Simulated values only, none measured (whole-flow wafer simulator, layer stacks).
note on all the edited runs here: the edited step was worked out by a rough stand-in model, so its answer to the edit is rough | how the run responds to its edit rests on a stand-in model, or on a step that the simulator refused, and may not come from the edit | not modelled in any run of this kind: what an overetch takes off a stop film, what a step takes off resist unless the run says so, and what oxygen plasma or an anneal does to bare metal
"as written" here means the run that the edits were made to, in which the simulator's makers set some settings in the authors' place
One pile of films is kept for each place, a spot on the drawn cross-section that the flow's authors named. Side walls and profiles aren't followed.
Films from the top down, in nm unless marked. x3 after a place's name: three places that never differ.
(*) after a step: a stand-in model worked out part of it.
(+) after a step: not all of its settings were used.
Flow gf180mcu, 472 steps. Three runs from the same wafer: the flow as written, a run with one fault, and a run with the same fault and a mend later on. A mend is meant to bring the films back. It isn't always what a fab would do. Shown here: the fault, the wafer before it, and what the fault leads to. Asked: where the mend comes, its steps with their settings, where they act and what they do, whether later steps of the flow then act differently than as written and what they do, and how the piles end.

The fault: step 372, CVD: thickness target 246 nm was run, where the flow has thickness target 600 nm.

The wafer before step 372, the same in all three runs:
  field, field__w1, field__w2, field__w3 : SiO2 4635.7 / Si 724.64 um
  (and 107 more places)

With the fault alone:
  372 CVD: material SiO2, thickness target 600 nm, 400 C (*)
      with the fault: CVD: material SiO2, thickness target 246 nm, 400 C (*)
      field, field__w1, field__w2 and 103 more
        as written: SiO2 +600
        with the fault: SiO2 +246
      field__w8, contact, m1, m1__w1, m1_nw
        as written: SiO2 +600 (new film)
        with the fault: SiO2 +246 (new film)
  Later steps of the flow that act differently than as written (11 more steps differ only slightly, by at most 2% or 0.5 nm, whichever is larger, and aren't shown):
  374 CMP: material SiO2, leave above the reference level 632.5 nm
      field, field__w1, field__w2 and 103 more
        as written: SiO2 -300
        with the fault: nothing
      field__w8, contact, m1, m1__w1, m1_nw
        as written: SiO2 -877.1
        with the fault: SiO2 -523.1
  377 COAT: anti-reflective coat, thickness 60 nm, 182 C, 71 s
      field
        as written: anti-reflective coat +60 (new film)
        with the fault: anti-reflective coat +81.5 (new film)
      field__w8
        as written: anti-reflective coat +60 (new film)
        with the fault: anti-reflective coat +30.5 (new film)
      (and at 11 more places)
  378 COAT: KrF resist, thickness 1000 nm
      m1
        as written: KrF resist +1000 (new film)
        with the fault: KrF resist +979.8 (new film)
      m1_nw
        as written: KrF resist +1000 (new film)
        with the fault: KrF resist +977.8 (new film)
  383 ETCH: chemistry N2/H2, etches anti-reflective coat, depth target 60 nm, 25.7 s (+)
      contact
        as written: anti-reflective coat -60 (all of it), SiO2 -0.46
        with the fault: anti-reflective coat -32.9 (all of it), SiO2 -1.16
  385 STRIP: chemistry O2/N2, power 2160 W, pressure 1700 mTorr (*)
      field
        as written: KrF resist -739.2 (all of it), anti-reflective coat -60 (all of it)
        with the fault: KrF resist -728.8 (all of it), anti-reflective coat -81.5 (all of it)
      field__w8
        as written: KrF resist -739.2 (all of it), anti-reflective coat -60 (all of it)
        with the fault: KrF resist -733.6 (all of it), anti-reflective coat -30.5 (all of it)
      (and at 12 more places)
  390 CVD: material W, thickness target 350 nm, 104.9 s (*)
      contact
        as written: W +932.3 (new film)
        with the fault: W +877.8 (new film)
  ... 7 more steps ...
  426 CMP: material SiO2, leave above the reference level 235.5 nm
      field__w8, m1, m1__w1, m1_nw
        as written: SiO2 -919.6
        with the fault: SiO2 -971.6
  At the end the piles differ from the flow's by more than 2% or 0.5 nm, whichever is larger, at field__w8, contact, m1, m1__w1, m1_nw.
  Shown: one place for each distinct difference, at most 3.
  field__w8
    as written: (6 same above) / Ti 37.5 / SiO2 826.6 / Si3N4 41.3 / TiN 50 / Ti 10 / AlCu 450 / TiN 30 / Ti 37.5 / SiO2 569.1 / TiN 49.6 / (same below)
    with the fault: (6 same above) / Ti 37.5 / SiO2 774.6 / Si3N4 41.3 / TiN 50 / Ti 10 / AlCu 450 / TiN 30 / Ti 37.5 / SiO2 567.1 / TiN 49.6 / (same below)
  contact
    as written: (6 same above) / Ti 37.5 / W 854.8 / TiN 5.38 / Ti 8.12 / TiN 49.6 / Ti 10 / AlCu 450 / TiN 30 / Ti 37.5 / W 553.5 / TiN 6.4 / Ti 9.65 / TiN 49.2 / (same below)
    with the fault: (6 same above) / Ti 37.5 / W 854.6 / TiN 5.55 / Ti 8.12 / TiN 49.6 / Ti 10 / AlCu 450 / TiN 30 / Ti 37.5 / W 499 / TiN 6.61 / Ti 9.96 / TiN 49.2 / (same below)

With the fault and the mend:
  The mend comes after step 372.
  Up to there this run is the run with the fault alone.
  372a CVD: material SiO2, thickness target 354 nm, 400 C (*) (the flow's step 372 once more, with other settings)
      field, field__w1, field__w2 and 108 more
        SiO2 +354
  No later step of the flow acts differently than as written at any place that is followed.
  At the end the piles are the same as the flow's at every place that both follow.
